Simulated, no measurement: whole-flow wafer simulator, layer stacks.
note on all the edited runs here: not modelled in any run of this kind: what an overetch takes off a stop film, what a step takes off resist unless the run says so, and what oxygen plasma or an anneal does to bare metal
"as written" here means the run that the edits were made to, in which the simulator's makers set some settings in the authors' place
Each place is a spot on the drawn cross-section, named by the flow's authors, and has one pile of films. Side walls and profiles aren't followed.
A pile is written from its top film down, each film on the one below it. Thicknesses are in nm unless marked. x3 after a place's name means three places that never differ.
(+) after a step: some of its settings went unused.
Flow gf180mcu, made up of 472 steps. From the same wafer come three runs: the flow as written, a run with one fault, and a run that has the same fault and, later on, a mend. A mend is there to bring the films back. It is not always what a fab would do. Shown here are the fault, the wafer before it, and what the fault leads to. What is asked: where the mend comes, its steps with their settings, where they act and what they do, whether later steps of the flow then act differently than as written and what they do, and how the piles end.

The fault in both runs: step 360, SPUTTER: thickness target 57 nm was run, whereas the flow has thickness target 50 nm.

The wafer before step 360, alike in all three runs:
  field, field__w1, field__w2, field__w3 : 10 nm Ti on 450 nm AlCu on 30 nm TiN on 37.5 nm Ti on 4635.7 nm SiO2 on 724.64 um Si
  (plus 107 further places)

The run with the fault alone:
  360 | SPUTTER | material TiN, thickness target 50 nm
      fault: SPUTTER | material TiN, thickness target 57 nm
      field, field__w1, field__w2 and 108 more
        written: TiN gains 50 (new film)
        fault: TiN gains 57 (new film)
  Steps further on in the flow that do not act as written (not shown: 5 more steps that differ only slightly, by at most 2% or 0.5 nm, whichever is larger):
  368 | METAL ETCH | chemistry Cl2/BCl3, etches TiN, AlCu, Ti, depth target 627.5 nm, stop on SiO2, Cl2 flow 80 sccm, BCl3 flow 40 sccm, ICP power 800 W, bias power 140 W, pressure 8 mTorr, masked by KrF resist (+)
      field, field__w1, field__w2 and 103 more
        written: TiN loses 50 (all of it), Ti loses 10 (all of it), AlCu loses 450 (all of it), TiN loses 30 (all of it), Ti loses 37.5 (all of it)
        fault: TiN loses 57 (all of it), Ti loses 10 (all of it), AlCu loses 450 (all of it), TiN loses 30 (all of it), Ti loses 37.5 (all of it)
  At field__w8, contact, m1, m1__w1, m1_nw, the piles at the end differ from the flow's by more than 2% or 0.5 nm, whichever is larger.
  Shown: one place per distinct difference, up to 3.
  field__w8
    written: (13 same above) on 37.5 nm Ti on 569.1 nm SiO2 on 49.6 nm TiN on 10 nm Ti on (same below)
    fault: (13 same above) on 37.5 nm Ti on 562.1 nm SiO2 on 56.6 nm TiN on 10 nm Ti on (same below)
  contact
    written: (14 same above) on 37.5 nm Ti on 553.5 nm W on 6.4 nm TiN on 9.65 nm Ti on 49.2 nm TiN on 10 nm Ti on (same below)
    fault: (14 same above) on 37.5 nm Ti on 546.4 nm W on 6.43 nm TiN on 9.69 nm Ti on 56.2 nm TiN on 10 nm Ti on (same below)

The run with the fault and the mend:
  The mend stands after step 360.
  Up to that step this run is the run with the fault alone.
  360a | METAL ETCH | chemistry Cl2/BCl3, etches TiN, AlCu, Ti, depth target 7 nm, Cl2 flow 80 sccm, BCl3 flow 40 sccm, ICP power 800 W, bias power 140 W, pressure 8 mTorr (a further turn of the flow's step 260, with different settings)
      field, field__w1, field__w2 and 108 more
        TiN loses 7
  Later steps of the flow that are run all act as written at every place that is followed.
  By the end, the piles equal the flow's at every place that both follow.
